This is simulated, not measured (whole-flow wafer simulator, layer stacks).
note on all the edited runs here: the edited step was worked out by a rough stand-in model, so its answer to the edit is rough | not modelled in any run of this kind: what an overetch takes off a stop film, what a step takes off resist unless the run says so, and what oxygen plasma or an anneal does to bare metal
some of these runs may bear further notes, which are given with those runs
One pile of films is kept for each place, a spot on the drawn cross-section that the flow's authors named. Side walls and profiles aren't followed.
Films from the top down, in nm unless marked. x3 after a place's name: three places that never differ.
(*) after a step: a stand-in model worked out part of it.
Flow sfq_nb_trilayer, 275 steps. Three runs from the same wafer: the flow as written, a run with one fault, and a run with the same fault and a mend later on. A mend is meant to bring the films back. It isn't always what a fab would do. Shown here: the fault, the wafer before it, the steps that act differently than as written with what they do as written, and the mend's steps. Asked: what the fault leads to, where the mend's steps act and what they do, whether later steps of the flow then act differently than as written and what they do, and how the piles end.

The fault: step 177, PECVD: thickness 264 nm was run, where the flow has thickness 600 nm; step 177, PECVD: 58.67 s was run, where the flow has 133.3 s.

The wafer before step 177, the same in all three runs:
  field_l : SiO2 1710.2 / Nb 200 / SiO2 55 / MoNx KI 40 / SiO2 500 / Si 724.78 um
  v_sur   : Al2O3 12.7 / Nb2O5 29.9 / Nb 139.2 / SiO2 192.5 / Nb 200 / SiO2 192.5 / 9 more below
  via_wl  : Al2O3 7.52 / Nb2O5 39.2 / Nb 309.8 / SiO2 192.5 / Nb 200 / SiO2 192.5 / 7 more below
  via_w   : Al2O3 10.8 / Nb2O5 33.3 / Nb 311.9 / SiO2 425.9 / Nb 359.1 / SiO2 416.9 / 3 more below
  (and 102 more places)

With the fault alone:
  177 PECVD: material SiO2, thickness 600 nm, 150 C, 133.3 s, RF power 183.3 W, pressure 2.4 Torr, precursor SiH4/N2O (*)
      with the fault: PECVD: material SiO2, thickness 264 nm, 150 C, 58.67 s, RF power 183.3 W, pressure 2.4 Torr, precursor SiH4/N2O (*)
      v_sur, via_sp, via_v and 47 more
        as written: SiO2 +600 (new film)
        with the fault: SiO2 +264 (new film)
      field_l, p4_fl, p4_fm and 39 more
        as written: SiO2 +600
        with the fault: SiO2 +264
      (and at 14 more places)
  Later steps of the flow that act differently than as written (4 more steps differ only slightly, by at most 2% or 0.5 nm, whichever is larger, and aren't shown):
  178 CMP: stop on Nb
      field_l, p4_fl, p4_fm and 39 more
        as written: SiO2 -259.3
        with the fault: nothing
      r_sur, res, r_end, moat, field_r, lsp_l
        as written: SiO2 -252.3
        with the fault: nothing
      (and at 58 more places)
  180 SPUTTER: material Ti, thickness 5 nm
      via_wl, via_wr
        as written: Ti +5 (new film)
        with the fault: Ti +3.83 (new film)
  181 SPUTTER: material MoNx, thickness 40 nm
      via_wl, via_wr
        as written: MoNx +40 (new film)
        with the fault: MoNx +31.3 (new film)
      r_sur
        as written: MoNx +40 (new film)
        with the fault: MoNx +37.1 (new film)
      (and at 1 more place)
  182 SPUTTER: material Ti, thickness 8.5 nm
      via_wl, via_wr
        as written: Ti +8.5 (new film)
        with the fault: Ti +6.4 (new film)
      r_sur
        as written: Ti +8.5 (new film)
        with the fault: Ti +7.78 (new film)
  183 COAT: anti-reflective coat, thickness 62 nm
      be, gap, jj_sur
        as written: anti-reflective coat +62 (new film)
        with the fault: anti-reflective coat +57.4 (new film)
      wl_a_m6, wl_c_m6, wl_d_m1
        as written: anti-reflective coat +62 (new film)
        with the fault: anti-reflective coat +64 (new film)
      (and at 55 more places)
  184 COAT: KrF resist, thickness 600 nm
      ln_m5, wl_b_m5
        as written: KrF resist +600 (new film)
        with the fault: KrF resist +559 (new film)
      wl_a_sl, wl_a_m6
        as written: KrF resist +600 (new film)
        with the fault: KrF resist +613.5 (new film)
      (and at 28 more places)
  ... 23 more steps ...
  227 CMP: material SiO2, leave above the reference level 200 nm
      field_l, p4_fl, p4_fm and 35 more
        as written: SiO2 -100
        with the fault: SiO2 -23.3
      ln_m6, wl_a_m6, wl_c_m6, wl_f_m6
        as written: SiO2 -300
        with the fault: SiO2 -223.3
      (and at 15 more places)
  At the end the piles differ from the flow's by more than 2% or 0.5 nm, whichever is larger, at via_wl, via_w, via_wr and 7 more.
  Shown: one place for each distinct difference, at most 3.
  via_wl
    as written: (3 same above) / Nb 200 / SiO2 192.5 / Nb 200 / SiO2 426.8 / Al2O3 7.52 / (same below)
    with the fault: (3 same above) / Nb 200 / SiO2 319.3 / Nb 188.1 / SiO2 311.9 / Al2O3 7.52 / (same below)
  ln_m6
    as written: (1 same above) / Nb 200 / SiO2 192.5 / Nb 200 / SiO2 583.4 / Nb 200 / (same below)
    with the fault: (1 same above) / Nb 200 / SiO2 269.2 / Nb 200 / SiO2 506.7 / Nb 200 / (same below)
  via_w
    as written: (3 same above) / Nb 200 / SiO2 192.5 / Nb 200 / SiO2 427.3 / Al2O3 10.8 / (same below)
    with the fault: (3 same above) / Nb 200 / SiO2 319.9 / Nb 188.1 / SiO2 311.8 / Al2O3 10.8 / (same below)

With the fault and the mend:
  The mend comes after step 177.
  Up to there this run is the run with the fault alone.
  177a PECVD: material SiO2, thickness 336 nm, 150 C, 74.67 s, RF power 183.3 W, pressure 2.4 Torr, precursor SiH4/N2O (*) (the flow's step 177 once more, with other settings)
      field_l, v_sur, via_sp and 94 more
        SiO2 +336
      r_sur, res, r_end, moat, field_r, lsp_l
        SiO2 +332.2
      via_wl, via_w, via_wr
        SiO2 +320.1
  Later steps of the flow that act differently than as written:
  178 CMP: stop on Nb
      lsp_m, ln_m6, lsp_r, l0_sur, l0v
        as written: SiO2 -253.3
        with the mend: SiO2 -259.3
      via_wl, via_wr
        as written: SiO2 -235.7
        with the mend: SiO2 -206.6
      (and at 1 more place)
  At the end the piles are the same as the flow's at every place that both follow.
